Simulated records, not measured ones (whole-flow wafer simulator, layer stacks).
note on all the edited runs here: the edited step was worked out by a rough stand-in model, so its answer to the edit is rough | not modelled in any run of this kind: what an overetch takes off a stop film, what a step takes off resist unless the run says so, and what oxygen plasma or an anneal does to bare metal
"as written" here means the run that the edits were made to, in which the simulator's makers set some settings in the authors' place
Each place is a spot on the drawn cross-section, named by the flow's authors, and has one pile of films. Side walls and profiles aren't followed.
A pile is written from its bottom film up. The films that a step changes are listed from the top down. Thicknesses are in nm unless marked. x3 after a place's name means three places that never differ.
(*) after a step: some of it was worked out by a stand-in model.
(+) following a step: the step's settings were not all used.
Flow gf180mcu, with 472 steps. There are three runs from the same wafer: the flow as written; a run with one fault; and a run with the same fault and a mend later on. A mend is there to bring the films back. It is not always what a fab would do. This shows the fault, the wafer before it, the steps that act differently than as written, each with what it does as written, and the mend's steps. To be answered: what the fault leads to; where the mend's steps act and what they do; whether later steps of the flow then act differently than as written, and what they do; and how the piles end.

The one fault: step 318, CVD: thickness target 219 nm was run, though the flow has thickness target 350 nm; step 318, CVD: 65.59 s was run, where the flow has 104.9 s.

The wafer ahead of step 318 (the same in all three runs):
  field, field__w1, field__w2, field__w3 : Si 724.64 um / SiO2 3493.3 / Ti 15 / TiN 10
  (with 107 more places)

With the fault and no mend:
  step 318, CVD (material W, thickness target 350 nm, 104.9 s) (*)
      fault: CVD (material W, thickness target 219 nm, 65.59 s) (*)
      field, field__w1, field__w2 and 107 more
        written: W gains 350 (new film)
        fault: W gains 219.8 (new film)
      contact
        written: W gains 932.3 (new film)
        fault: W gains 802.1 (new film)
  Steps later in the flow that act otherwise than as written:
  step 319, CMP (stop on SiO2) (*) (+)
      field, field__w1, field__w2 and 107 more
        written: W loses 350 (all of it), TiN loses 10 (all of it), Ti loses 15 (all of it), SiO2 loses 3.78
        fault: W loses 219.8 (all of it), TiN loses 10 (all of it), Ti loses 15 (all of it), SiO2 loses 2.47
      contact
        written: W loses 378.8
        fault: W loses 247.3
  The piles end only slightly different from the flow's at the places that both follow, by no more than 2% or 0.5 nm, whichever is larger.

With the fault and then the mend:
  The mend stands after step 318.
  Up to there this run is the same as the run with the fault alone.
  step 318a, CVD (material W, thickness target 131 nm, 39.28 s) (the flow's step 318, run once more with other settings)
      field, field__w1, field__w2 and 108 more
        W gains 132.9
  Later steps of the flow that are run all act as written at every place that is followed, up to a difference of at most 2% or 0.5 nm, whichever is larger.
  The piles end only slightly different from the flow's at the places that both follow, by no more than 2% or 0.5 nm, whichever is larger.
